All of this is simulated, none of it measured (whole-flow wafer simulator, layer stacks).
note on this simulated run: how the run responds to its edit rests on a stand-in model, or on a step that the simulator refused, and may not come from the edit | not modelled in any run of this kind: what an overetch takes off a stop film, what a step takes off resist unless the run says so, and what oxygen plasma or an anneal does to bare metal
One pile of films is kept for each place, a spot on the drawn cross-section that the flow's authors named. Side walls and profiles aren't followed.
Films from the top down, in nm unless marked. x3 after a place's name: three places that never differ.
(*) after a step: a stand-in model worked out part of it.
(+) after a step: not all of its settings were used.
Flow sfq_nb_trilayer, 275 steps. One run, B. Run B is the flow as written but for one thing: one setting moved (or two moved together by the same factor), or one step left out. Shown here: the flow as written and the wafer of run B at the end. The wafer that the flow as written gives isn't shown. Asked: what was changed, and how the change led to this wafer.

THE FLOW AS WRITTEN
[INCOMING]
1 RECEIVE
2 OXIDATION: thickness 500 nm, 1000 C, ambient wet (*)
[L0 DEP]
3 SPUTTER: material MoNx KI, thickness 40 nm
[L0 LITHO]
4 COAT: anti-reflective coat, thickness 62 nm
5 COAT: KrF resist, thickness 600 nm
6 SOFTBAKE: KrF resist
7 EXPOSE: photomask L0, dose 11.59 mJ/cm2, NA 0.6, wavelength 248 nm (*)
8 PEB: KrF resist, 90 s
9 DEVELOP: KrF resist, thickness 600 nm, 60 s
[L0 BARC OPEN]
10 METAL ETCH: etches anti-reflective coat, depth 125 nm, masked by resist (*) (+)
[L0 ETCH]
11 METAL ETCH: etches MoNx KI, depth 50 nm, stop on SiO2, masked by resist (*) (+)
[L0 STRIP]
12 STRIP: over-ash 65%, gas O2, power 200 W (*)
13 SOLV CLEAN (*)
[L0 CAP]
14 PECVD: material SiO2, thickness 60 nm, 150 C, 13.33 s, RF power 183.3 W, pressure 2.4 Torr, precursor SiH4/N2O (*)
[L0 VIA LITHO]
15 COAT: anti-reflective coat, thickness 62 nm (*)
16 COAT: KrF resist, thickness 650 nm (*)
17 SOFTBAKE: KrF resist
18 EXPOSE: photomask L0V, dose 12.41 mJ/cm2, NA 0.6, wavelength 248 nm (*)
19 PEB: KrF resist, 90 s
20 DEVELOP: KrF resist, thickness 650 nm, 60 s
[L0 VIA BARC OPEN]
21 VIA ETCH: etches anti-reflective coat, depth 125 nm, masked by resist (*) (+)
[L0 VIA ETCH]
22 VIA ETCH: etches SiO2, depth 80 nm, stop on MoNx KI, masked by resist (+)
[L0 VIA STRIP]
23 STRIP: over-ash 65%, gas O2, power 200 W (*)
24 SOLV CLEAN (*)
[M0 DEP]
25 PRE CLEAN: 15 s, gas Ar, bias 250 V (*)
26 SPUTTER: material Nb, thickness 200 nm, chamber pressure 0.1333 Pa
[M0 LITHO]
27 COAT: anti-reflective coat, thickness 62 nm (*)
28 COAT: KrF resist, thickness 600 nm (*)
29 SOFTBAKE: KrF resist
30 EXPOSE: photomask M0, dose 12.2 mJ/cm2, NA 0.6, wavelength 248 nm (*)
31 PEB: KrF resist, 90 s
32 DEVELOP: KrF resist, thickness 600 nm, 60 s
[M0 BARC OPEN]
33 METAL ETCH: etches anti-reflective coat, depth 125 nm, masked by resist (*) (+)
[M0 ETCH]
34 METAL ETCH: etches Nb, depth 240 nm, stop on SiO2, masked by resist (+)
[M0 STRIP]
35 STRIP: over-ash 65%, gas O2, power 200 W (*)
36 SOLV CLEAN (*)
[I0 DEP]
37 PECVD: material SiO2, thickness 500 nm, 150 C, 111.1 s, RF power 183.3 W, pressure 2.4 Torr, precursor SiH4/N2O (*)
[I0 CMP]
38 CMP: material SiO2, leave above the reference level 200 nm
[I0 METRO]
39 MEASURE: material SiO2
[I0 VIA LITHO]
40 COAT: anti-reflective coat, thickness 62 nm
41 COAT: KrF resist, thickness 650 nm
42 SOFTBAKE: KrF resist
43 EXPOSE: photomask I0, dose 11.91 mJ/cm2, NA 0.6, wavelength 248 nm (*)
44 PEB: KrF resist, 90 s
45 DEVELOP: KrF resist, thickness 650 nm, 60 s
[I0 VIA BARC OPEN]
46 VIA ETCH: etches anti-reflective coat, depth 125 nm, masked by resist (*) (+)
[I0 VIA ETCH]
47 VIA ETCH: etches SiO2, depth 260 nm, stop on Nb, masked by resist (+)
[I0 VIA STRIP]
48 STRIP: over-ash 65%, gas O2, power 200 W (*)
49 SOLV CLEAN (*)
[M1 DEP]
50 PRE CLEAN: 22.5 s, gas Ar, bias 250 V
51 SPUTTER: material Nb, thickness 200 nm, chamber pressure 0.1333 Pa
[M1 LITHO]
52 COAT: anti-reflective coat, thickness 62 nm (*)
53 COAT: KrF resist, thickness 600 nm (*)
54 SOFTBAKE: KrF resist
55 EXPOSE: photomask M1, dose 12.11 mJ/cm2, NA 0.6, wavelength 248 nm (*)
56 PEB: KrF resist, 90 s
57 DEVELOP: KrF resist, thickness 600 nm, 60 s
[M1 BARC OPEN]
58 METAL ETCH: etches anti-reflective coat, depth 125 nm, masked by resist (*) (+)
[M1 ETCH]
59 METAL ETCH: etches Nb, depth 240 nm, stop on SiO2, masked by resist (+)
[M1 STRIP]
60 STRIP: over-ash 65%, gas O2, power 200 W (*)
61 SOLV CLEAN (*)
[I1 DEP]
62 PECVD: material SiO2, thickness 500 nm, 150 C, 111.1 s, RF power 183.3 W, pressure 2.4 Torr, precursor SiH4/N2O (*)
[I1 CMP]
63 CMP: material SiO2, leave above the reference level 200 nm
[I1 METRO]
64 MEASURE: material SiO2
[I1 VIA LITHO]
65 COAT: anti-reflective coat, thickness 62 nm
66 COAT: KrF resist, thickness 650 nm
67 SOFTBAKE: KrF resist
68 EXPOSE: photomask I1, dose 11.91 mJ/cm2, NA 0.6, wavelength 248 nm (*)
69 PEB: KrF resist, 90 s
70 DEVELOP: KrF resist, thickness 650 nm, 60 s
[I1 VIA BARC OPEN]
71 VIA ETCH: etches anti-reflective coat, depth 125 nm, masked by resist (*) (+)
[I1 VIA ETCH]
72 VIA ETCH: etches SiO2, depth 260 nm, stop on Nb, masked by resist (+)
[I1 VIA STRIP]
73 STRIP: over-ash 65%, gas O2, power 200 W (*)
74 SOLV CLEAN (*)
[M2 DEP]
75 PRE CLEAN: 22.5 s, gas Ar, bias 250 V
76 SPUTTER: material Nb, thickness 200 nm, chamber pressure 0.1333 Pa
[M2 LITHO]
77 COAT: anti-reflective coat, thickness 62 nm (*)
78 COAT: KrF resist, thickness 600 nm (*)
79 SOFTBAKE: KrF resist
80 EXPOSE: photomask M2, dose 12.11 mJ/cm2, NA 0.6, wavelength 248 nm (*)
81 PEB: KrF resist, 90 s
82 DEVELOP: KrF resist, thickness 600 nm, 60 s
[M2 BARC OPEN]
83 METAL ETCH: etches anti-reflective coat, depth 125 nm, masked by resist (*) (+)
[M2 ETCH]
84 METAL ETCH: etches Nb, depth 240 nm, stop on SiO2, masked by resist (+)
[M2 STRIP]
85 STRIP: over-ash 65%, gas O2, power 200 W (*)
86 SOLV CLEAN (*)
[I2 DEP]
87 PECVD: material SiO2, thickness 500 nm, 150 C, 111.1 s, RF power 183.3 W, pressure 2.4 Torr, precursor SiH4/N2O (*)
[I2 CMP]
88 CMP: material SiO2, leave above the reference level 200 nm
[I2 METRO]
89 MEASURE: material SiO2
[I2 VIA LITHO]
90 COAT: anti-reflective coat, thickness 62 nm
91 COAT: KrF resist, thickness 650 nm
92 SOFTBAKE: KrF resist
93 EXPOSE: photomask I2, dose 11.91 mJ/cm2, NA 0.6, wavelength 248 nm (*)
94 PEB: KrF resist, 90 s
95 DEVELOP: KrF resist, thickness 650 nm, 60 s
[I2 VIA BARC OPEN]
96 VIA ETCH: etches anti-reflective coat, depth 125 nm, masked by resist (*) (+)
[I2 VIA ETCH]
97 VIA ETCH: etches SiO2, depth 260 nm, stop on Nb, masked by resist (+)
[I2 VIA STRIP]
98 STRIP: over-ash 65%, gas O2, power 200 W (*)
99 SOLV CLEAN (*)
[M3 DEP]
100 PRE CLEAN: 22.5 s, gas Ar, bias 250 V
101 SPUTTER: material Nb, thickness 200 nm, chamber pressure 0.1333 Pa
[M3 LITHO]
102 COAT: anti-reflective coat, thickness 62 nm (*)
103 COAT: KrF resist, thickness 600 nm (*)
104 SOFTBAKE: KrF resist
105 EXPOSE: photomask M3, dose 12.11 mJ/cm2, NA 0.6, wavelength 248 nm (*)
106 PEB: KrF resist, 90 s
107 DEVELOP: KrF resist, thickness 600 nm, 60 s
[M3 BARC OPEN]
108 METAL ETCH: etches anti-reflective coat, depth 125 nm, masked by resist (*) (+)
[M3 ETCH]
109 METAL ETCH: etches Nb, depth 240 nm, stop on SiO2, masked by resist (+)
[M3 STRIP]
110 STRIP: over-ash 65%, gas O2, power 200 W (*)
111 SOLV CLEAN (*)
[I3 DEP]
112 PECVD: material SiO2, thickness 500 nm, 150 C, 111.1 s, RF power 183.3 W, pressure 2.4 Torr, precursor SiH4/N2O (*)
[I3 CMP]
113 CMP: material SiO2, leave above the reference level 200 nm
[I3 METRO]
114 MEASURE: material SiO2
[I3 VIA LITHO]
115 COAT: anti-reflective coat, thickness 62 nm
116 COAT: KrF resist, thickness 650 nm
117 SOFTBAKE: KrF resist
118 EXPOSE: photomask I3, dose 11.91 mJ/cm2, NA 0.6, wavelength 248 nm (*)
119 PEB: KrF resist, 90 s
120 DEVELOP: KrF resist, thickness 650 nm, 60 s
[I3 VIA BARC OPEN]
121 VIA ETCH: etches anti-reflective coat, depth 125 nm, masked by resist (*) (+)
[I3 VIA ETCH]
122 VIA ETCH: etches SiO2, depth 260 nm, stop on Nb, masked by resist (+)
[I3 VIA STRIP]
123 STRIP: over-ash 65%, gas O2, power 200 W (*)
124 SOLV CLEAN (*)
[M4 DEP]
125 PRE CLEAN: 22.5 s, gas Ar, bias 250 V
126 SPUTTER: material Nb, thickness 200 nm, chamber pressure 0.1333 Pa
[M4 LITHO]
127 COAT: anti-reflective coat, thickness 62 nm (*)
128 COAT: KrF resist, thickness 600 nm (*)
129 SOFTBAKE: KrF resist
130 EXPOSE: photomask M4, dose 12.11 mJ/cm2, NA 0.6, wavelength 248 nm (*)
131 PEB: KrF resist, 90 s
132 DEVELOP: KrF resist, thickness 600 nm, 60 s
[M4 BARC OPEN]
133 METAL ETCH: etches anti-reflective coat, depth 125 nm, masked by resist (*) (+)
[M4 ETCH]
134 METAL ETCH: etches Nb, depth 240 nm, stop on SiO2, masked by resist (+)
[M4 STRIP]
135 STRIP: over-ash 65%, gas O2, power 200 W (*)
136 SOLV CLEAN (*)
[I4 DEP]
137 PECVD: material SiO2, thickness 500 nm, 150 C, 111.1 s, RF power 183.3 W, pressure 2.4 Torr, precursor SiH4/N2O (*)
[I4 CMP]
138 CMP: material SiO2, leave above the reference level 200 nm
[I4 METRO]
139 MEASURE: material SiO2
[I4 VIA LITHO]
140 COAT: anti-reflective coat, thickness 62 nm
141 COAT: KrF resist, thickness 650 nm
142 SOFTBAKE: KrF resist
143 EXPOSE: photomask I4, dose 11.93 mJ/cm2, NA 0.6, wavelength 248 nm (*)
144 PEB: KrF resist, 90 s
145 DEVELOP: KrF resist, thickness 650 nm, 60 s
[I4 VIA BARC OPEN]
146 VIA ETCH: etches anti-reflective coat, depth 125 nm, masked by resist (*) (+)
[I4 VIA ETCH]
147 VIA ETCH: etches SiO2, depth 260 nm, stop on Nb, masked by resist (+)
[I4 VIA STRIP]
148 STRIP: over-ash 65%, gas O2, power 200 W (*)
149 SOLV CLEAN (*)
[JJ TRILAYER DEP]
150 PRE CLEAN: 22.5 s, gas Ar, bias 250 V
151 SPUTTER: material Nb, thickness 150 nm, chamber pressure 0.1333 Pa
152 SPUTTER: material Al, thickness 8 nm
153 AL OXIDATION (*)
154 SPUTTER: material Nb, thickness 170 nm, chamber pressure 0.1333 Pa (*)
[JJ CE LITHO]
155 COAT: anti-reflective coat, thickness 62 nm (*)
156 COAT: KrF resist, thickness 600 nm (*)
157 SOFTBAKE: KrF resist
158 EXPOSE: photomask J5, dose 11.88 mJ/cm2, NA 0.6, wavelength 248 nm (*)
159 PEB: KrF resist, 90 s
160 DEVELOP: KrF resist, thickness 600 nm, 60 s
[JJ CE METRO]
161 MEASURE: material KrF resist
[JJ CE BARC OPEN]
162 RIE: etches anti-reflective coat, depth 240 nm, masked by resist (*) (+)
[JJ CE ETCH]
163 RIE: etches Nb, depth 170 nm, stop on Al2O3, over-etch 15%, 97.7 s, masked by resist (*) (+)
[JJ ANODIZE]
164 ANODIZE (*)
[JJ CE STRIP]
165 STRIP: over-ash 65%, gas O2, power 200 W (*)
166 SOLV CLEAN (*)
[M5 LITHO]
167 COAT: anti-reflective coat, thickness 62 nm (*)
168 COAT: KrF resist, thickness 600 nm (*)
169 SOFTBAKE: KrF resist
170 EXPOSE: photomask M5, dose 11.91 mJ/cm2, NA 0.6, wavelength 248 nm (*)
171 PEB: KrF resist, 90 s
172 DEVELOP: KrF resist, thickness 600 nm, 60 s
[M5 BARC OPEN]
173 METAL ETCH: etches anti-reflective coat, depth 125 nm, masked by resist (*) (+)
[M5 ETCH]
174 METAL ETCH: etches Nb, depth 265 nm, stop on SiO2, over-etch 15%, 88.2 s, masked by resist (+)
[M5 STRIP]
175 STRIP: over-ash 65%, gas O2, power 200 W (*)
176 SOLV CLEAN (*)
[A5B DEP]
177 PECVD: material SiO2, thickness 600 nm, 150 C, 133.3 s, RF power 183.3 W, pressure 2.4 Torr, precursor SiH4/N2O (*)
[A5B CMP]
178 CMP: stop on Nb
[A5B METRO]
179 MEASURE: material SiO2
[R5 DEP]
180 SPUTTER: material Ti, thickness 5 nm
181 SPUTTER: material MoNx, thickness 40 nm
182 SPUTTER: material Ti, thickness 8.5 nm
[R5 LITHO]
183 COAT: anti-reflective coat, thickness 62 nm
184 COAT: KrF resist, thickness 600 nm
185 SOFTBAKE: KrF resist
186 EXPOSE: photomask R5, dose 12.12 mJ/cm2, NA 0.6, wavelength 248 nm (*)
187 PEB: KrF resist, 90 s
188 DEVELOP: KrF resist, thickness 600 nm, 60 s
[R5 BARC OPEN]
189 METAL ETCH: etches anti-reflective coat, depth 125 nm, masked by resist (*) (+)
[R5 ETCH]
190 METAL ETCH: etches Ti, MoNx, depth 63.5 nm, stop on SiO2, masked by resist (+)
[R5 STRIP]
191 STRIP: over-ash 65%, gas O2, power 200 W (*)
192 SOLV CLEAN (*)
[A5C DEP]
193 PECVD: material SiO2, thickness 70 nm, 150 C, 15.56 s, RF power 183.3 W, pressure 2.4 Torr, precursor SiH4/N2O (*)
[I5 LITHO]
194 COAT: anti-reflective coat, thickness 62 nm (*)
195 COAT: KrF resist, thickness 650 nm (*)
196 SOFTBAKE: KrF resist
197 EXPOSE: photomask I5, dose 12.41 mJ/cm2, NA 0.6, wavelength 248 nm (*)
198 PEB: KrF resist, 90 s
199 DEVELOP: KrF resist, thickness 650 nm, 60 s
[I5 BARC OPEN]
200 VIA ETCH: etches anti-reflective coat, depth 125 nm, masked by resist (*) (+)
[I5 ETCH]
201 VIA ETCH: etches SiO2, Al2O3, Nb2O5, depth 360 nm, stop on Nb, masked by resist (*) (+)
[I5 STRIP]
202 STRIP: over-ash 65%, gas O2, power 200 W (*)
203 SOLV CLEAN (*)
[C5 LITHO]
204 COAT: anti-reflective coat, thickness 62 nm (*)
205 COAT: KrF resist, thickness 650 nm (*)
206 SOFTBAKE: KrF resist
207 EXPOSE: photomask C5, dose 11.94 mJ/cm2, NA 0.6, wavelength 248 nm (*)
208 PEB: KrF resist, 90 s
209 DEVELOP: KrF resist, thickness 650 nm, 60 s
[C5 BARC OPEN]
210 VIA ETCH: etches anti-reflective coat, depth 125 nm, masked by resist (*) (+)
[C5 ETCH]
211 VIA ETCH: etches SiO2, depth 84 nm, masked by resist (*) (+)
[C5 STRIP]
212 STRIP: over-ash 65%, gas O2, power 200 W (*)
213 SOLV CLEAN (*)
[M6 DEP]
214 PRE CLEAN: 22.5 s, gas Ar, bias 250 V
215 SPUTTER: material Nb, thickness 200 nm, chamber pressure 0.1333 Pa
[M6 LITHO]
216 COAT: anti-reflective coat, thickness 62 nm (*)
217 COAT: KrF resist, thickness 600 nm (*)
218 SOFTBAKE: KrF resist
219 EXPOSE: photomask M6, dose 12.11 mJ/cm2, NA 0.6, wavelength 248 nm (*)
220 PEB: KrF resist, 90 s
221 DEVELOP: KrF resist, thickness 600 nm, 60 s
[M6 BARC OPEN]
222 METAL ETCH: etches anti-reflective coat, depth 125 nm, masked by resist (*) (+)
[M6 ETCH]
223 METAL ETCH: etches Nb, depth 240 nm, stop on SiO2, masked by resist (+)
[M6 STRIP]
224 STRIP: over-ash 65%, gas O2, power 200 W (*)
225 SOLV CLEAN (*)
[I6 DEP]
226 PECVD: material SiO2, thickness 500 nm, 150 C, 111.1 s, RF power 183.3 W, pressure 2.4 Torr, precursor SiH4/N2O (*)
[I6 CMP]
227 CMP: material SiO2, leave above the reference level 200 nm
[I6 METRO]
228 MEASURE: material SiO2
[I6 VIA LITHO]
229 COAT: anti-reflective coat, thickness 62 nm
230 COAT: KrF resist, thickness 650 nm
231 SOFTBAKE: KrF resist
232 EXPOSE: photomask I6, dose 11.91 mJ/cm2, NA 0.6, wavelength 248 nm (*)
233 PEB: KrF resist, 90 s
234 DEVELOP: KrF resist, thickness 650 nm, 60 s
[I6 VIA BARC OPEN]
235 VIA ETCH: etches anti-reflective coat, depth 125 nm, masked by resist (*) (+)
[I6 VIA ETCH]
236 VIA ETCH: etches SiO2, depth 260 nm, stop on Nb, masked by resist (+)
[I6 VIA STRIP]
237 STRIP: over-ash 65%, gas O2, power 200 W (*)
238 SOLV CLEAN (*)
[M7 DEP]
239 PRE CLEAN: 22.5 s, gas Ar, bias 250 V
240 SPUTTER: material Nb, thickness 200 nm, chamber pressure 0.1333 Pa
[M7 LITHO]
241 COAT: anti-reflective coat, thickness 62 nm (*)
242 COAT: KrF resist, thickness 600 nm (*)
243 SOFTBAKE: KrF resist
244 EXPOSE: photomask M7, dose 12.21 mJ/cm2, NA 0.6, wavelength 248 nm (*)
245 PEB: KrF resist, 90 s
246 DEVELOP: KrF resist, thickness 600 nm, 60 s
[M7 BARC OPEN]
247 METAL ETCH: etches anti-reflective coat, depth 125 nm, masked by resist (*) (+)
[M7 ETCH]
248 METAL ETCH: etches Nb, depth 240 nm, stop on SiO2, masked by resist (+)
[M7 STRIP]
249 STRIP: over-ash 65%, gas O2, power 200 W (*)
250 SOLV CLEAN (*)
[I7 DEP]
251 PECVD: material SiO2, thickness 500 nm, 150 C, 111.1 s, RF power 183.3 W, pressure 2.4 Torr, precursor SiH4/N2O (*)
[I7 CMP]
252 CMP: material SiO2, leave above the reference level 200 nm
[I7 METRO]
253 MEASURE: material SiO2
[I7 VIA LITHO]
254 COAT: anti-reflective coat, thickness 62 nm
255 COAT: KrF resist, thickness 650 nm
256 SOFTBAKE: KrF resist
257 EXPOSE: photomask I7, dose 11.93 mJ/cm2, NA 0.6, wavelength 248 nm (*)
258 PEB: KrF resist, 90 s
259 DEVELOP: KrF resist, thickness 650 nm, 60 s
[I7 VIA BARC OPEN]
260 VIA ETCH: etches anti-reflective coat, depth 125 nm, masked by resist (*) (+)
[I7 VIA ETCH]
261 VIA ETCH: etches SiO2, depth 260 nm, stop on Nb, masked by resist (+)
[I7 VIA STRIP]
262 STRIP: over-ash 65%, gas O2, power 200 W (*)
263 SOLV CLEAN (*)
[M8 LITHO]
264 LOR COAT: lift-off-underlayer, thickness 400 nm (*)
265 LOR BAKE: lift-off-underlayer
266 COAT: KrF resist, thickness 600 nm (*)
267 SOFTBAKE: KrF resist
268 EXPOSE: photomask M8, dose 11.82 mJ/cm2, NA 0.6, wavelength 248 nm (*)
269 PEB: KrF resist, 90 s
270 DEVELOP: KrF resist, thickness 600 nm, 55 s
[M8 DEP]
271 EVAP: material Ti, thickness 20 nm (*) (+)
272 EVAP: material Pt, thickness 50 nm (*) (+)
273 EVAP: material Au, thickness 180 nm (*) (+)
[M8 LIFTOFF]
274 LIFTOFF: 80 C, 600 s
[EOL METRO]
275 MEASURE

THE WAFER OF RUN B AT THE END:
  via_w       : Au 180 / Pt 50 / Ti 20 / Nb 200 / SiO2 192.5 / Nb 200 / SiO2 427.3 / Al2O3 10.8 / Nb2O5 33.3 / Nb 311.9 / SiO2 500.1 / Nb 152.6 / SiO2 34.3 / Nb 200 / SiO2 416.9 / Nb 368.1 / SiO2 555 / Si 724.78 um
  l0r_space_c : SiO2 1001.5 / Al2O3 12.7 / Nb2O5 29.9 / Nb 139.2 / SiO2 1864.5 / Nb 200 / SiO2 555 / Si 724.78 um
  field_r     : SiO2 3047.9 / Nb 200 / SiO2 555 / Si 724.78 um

The cause: step 88, CMP: leave above the reference level 302 nm was run, where the flow has leave above the reference level 200 nm.

How the change led to this, step by step:
  88 CMP: material SiO2, leave above the reference level 200 nm
      field_l, be, be_sur and 81 more: nothing (as written it would be: SiO2 -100)
      v_sur, via_wl, via_w and 18 more: SiO2 -198 (as written it would be: SiO2 -300)
      (and at 1 more place)
  97 VIA ETCH: etches SiO2, depth 260 nm, stop on Nb, masked by resist (+)
      via_w: SiO2 -260 (as written it would be: SiO2 -199.8 (all of it))
  100 PRE CLEAN: 22.5 s, gas Ar, bias 250 V
      via_w: SiO2 -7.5 (as written it would be: Nb -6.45)
  101 SPUTTER: material Nb, thickness 200 nm, chamber pressure 0.1333 Pa
      via_w: Nb +152.6 (new film) (as written it would be: Nb +165.5)
  102 COAT: anti-reflective coat, thickness 62 nm (*)
      via_wl, via_wr: anti-reflective coat +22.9 (new film) (as written it would be: anti-reflective coat +34.2 (new film))
      v_sur: anti-reflective coat +55.4 (new film) (as written it would be: anti-reflective coat +61.1 (new film))
      (and at 2 more places)
  103 COAT: KrF resist, thickness 600 nm (*)
      via_w: KrF resist +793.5 (new film) (as written it would be: KrF resist +737.9 (new film))
  110 STRIP: over-ash 65%, gas O2, power 200 W (*)
      v_sur: KrF resist -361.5 (all of it), anti-reflective coat -55.4 (all of it) (as written it would be: KrF resist -365.3 (all of it), anti-reflective coat -61.1 (all of it))
      via_wl: KrF resist -382.9 (all of it), anti-reflective coat -22.9 (all of it) (as written it would be: KrF resist -384.2 (all of it), anti-reflective coat -34.2 (all of it))
      (and at 3 more places)
  112 PECVD: material SiO2, thickness 500 nm, 150 C, 111.1 s, RF power 183.3 W, pressure 2.4 Torr, precursor SiH4/N2O (*)
      via_w: SiO2 +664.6 (new film) (as written it would be: SiO2 +615 (new film))
  113 CMP: material SiO2, leave above the reference level 200 nm
      via_w: SiO2 -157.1 (as written it would be: SiO2 -181.6)
Counting metal films that touch as one body, via_w has 6 bodies (between them, from the top down: SiO2 192.5; SiO2 427.3 / Al2O3 10.8 / Nb2O5 33.3; SiO2 500.1; SiO2 34.3; SiO2 416.9); the flow as written gives 5 bodies (between them, from the top down: SiO2 192.5; SiO2 427.3 / Al2O3 10.8 / Nb2O5 33.3; SiO2 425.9; SiO2 416.9).
